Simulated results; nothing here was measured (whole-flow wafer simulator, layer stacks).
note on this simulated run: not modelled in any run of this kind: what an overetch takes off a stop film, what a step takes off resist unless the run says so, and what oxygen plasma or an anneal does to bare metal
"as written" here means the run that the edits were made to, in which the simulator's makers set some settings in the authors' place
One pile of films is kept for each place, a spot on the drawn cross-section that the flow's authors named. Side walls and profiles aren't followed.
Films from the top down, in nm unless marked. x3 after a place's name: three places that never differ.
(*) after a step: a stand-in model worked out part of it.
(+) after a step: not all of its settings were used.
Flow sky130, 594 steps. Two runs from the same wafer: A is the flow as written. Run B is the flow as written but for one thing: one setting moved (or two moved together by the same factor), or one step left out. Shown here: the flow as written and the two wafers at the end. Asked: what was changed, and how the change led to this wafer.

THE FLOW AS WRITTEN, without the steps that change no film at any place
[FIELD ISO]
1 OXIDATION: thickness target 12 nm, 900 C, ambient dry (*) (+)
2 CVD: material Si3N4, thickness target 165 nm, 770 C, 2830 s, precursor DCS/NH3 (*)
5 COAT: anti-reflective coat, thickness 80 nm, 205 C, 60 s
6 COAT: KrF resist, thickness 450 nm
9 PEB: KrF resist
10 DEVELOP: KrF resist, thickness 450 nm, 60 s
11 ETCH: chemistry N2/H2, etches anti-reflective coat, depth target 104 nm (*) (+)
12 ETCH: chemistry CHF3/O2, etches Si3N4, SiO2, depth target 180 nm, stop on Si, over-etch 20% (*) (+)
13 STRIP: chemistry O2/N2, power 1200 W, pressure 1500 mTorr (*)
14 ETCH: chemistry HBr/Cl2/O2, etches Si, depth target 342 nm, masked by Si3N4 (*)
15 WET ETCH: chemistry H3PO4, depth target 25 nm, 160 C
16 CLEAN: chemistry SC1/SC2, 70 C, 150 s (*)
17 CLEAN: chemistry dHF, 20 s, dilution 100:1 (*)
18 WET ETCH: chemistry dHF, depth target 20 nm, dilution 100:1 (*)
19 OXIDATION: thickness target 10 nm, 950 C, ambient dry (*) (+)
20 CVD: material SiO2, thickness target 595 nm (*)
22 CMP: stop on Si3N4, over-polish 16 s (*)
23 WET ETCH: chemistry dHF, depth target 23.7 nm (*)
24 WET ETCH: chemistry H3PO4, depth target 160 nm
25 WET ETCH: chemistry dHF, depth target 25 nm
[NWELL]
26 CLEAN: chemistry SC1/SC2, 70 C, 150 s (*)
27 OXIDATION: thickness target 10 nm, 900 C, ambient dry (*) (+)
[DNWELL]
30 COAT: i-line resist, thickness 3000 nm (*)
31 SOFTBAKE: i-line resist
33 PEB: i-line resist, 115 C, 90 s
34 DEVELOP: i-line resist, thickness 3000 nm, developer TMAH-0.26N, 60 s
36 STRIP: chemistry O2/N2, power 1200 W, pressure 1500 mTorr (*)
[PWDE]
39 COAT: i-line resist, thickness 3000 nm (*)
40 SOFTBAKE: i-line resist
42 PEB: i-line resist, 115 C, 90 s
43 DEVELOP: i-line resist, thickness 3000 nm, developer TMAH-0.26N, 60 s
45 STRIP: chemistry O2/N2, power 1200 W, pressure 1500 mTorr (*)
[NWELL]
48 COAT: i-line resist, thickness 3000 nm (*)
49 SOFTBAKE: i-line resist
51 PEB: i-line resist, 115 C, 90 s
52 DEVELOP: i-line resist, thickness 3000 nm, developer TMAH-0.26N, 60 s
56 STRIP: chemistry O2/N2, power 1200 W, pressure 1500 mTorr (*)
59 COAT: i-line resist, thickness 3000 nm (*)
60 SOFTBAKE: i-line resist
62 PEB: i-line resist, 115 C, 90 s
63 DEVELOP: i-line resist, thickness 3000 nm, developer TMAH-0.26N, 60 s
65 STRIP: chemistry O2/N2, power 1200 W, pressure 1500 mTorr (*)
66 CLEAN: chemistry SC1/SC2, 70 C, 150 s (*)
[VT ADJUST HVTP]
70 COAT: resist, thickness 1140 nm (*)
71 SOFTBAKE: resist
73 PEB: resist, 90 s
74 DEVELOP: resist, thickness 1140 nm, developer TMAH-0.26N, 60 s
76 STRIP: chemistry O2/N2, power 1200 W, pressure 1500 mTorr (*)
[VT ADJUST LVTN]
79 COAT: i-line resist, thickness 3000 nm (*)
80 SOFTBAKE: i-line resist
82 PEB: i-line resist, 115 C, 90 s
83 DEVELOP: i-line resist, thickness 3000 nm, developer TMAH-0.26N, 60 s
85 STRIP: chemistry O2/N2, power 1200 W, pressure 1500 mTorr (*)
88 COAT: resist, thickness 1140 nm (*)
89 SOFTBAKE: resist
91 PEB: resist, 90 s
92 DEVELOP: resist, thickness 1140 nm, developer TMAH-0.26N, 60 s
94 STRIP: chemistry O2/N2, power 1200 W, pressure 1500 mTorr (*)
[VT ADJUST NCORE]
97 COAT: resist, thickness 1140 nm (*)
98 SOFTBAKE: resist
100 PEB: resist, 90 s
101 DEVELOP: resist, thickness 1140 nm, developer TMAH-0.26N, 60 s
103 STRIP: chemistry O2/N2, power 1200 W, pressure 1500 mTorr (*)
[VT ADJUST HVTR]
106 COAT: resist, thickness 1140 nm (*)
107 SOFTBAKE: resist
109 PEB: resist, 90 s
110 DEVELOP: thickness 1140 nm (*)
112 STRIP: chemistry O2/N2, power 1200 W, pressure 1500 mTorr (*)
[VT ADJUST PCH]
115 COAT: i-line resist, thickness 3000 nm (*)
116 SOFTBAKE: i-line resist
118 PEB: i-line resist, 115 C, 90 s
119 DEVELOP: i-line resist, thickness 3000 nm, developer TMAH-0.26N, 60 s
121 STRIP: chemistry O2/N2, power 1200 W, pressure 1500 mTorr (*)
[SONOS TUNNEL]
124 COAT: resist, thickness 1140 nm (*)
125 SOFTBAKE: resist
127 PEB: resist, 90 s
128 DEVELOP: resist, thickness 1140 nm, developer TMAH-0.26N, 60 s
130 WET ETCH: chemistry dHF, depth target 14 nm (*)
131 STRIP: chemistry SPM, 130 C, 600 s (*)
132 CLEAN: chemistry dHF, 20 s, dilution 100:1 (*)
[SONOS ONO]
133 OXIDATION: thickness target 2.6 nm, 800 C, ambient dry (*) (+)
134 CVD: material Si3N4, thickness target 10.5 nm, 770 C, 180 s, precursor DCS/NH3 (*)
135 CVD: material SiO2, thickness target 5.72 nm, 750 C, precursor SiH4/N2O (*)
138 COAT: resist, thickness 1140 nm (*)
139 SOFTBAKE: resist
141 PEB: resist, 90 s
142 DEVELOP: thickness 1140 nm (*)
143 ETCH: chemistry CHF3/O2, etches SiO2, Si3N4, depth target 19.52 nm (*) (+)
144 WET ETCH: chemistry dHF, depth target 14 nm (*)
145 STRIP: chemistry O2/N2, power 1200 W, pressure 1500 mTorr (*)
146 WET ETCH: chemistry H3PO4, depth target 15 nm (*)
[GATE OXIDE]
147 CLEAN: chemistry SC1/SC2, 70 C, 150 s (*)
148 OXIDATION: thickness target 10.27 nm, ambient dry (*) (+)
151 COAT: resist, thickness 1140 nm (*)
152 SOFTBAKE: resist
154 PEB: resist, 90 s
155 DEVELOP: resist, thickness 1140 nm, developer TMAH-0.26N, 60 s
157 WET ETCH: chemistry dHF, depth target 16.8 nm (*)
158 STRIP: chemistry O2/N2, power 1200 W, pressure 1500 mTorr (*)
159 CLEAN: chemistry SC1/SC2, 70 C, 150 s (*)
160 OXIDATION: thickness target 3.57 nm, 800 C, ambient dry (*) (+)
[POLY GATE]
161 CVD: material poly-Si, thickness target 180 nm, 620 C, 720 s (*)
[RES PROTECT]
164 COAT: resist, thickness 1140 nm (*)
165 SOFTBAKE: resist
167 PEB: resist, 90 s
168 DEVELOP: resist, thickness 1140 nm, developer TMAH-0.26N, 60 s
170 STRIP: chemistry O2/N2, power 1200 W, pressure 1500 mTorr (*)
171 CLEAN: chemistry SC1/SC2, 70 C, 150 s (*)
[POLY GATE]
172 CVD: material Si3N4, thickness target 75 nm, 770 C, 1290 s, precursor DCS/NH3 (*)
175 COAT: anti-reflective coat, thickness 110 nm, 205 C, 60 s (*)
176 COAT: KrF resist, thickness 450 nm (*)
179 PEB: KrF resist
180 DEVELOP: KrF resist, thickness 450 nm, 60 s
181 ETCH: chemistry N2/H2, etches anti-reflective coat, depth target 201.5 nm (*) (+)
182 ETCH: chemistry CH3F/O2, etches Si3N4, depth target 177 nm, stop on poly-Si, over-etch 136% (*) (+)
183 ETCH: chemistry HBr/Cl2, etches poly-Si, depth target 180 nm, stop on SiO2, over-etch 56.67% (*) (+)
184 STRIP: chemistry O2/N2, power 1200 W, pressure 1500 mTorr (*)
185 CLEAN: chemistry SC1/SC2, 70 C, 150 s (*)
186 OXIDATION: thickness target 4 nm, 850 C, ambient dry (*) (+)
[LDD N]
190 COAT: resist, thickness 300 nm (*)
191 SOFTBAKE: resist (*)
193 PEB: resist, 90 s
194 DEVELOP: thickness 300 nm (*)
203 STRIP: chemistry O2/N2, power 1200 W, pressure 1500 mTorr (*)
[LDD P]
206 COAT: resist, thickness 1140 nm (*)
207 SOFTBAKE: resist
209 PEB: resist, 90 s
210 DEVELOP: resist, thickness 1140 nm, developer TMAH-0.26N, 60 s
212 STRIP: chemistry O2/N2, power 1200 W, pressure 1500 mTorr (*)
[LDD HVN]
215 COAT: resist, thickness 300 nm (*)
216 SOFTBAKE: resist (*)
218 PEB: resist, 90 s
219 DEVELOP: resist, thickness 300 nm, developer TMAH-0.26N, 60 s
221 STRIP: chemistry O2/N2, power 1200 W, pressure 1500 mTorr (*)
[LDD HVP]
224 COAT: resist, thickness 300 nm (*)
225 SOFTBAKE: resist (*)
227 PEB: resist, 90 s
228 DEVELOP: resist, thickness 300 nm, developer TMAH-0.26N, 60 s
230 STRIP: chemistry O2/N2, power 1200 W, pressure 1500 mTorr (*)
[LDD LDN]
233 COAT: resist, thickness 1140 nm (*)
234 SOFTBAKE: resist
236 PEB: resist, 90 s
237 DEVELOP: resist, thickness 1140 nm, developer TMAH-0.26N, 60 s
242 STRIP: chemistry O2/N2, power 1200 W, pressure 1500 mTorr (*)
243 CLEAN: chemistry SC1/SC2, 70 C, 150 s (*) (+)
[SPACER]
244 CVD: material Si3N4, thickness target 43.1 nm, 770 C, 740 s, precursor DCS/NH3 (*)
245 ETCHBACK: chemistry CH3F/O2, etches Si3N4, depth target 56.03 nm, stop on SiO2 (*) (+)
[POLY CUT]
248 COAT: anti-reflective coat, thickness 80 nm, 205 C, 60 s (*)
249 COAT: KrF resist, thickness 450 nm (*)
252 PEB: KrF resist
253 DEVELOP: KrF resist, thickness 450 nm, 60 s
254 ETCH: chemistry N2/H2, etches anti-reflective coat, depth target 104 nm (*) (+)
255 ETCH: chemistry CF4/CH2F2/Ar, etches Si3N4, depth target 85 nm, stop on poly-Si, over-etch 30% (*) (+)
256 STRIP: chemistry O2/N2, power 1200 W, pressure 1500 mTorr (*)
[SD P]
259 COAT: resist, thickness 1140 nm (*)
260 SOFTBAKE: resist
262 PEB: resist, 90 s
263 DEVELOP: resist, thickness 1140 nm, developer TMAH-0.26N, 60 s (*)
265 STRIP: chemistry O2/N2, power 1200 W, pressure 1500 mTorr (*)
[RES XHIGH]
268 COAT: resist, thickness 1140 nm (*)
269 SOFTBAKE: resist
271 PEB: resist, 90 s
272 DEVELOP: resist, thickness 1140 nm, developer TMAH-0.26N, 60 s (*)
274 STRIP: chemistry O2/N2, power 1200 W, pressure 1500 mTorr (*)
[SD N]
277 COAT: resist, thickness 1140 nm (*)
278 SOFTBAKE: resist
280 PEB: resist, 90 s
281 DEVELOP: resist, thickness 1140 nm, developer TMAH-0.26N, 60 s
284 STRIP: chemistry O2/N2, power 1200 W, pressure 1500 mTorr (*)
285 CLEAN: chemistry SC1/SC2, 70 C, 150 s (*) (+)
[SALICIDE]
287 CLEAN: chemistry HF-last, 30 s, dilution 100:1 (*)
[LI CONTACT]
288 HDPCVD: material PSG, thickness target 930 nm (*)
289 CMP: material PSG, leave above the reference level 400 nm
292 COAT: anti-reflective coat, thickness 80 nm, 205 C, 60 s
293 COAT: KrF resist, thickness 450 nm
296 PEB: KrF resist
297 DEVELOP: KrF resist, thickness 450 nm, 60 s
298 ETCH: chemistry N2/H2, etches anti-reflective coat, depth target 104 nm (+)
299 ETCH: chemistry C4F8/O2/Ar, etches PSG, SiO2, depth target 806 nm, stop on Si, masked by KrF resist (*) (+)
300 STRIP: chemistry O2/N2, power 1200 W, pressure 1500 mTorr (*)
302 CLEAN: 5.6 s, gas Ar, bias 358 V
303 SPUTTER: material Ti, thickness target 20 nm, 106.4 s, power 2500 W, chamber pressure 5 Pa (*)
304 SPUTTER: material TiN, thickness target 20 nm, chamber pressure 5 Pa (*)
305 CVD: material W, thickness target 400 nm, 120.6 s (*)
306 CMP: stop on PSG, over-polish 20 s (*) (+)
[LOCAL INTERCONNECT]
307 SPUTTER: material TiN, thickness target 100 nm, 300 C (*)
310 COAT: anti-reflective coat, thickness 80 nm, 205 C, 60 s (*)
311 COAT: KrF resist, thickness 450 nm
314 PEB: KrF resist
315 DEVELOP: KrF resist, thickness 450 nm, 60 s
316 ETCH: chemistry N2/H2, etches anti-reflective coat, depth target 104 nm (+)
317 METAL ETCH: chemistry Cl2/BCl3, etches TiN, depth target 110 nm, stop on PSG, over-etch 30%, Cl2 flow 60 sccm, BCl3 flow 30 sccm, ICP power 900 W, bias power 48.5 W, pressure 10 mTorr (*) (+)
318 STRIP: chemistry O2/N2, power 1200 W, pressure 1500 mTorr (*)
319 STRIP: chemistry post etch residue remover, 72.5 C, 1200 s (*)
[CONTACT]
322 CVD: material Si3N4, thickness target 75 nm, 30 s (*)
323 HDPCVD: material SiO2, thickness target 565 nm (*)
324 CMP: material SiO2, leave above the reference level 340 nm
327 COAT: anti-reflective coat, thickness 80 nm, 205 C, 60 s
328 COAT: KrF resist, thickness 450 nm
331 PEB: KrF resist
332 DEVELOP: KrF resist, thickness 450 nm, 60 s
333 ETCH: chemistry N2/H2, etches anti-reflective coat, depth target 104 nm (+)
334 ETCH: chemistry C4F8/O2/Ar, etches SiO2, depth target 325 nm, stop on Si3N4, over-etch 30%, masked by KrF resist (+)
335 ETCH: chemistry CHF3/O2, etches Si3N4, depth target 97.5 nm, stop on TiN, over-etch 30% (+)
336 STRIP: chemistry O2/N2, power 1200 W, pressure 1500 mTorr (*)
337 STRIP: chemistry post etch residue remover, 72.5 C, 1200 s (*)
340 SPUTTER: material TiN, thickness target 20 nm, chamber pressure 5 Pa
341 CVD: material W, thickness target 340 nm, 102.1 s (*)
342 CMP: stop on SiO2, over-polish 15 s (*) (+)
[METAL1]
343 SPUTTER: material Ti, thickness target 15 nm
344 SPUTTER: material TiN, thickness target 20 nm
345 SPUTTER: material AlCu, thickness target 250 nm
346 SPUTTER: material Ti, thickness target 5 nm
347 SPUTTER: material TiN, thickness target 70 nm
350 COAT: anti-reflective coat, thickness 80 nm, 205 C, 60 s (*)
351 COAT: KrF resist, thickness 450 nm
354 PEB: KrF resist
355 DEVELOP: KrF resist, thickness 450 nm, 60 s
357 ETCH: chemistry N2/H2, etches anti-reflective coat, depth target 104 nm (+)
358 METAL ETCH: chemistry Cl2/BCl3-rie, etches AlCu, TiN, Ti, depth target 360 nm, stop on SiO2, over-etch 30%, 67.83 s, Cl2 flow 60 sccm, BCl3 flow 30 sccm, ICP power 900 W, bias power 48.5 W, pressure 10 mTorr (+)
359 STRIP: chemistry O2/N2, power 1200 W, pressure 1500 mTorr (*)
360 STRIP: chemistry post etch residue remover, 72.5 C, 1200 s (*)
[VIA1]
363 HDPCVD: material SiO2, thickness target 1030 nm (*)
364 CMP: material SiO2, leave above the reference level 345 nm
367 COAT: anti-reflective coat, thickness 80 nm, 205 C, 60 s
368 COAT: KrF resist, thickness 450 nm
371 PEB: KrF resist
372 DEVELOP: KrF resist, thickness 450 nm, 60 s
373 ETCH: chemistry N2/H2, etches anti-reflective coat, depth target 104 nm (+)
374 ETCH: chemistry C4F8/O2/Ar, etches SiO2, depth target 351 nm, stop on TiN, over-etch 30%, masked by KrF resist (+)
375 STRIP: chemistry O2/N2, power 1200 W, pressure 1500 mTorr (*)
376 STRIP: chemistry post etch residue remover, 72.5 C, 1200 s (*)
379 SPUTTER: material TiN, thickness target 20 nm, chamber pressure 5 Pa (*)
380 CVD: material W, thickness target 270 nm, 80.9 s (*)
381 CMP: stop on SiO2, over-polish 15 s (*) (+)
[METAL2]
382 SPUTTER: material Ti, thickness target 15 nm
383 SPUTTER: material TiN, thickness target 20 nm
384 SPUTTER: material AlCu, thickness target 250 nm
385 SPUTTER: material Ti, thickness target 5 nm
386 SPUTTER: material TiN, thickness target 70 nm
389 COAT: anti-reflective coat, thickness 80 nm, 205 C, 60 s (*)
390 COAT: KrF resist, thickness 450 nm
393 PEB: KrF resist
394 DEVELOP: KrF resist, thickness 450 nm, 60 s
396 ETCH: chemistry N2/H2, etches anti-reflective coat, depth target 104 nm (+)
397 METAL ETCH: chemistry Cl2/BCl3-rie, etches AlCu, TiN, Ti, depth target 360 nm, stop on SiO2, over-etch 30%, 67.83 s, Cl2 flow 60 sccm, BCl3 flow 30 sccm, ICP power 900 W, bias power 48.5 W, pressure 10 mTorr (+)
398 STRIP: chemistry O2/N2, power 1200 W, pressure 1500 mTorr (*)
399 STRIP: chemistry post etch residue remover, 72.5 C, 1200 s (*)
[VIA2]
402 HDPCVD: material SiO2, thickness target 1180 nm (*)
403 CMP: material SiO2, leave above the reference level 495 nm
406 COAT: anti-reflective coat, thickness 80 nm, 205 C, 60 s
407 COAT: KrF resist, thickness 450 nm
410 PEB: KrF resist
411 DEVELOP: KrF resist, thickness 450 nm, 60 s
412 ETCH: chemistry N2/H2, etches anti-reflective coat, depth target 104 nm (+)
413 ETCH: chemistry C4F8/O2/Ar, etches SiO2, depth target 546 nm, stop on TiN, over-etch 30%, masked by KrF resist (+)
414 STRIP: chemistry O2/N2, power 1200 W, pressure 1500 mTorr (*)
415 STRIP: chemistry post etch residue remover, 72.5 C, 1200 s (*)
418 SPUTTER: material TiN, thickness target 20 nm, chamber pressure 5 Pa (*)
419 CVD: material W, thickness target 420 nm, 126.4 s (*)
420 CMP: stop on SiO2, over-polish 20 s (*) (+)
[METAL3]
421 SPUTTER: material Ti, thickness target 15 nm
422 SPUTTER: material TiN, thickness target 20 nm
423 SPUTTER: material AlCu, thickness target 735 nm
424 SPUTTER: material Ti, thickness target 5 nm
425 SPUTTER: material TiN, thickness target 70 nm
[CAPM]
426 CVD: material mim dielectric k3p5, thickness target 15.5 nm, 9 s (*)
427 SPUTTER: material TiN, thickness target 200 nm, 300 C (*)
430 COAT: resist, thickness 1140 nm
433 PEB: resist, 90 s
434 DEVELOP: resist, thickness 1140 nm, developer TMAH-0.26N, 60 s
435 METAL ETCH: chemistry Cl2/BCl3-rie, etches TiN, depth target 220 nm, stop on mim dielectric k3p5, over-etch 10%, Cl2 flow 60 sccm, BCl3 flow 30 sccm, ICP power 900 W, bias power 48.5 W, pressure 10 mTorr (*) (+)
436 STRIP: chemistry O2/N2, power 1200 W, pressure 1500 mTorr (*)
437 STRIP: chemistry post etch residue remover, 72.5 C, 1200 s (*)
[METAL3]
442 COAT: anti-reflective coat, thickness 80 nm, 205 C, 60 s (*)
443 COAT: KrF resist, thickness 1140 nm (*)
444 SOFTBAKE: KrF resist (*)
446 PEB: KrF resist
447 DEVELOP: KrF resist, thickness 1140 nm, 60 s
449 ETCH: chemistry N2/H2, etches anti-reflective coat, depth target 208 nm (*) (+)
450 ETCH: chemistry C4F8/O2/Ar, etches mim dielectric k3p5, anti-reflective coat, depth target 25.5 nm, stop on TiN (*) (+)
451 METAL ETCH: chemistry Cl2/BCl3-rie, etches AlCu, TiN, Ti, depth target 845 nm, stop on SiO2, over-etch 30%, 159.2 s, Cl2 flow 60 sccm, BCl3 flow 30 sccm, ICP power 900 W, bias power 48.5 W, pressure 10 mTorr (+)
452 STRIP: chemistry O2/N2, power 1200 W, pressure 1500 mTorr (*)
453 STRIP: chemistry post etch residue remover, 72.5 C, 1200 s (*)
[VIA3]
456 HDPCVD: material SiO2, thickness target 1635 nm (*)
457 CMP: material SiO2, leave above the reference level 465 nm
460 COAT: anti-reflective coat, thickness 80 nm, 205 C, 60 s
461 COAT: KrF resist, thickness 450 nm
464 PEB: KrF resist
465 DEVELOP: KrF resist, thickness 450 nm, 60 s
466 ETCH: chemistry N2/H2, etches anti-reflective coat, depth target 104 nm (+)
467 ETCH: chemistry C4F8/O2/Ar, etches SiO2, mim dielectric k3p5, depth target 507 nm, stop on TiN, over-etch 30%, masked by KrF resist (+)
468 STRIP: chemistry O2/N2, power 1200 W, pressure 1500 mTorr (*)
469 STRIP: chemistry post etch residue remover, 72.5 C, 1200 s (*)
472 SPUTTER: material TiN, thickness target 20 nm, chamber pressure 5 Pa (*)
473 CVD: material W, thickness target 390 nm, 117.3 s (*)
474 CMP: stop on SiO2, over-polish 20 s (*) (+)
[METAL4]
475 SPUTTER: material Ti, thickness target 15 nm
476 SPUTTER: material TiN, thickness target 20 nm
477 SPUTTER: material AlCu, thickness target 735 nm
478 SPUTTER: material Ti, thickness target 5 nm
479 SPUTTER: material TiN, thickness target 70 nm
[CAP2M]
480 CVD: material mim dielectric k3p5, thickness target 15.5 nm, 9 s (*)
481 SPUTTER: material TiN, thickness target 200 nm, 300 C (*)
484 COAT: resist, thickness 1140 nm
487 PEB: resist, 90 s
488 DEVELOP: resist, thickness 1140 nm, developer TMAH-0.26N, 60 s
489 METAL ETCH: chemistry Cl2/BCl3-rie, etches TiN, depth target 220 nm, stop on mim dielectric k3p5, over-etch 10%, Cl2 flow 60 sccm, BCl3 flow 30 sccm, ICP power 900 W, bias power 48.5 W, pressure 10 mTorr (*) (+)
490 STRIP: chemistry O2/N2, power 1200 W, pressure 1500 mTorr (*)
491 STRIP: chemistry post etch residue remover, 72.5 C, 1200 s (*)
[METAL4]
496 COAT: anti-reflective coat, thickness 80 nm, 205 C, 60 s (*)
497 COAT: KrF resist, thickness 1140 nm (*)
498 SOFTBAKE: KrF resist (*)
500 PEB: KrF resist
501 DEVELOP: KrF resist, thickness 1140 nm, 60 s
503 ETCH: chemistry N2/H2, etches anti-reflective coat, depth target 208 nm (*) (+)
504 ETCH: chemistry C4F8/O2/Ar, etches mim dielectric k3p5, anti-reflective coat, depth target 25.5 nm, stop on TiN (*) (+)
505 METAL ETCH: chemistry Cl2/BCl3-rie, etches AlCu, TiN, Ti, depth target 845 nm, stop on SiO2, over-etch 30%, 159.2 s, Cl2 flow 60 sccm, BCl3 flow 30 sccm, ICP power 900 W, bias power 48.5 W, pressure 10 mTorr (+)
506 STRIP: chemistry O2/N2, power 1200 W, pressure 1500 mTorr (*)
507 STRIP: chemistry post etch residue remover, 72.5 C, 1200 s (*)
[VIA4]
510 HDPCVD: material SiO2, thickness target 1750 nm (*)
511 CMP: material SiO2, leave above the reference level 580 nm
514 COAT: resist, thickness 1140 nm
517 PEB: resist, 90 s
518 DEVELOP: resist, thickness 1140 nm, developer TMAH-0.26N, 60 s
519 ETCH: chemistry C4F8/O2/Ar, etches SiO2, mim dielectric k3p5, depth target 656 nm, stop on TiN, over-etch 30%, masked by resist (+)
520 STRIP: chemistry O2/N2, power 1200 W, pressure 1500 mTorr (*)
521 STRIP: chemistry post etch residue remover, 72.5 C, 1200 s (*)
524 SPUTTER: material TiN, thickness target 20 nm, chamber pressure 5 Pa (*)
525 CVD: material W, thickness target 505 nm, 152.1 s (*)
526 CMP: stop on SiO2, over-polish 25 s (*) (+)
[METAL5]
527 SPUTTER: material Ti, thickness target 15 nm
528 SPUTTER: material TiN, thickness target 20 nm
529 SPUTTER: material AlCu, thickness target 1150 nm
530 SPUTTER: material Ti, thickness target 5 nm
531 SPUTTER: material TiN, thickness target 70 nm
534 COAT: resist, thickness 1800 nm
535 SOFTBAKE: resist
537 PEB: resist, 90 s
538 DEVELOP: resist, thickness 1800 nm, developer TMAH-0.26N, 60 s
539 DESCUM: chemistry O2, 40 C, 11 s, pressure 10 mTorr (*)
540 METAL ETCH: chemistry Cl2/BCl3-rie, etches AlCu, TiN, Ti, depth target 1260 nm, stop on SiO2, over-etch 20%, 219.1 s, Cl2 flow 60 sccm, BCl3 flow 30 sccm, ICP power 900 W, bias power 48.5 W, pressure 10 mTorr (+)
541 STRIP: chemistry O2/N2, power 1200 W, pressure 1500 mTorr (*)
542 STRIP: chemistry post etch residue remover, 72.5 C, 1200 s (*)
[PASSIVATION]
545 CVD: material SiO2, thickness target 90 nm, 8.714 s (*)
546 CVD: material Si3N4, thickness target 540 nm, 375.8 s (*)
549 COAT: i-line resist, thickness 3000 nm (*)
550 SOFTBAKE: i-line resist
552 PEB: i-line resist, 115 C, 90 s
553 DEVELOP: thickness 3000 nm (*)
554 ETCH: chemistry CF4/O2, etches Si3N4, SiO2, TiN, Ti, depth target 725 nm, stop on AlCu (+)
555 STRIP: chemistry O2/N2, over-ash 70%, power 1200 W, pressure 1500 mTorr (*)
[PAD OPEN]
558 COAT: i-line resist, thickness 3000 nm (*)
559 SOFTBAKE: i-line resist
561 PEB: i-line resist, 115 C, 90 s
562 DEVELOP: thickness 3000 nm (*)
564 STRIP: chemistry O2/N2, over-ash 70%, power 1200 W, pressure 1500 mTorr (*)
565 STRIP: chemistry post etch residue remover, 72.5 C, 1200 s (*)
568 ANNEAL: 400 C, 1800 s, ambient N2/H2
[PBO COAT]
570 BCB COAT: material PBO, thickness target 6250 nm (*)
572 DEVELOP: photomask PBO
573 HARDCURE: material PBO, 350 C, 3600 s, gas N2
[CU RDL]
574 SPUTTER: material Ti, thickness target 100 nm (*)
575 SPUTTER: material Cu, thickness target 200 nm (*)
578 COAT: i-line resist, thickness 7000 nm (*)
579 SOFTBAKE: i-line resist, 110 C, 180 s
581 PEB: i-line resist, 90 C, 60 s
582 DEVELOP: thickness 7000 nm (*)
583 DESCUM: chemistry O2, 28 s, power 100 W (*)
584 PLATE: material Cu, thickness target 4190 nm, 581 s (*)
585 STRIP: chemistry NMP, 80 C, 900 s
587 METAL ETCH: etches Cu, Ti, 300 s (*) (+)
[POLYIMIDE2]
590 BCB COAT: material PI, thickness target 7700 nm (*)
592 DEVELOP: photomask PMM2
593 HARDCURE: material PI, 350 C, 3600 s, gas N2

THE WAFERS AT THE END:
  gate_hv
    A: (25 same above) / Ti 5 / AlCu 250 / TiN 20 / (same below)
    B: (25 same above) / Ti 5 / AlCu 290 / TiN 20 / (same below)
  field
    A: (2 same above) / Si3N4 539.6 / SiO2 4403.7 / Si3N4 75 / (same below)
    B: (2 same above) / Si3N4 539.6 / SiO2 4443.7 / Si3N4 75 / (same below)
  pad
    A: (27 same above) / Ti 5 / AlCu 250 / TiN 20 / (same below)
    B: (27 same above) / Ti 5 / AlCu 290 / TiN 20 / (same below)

The cause: step 345, SPUTTER: thickness target 290 nm was run, where the flow has thickness target 250 nm.
It can be read off the wafer: gate_hv has AlCu 290, and step 345 as written asks for 250 nm.

How the change led to this, step by step:
  345 SPUTTER: material AlCu, thickness target 250 nm
      field, active, n_well and 188 more: A AlCu +250 (new film) | B AlCu +290 (new film)
  358 METAL ETCH: chemistry Cl2/BCl3-rie, etches AlCu, TiN, Ti, depth target 360 nm, stop on SiO2, over-etch 30%, 67.83 s, Cl2 flow 60 sccm, BCl3 flow 30 sccm, ICP power 900 W, bias power 48.5 W, pressure 10 mTorr (+)
      field, active, gate and 81 more: A TiN -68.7 (all of it), Ti -5 (all of it), AlCu -250 (all of it), TiN -20 (all of it), Ti -15 (all of it), SiO2 -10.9 | B TiN -68.7 (all of it), Ti -5 (all of it), AlCu -290 (all of it), TiN -20 (all of it), Ti -15 (all of it), SiO2 -6.93
  364 CMP: material SiO2, leave above the reference level 345 nm
      field, active, gate and 81 more: A SiO2 -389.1 | B SiO2 -353.1
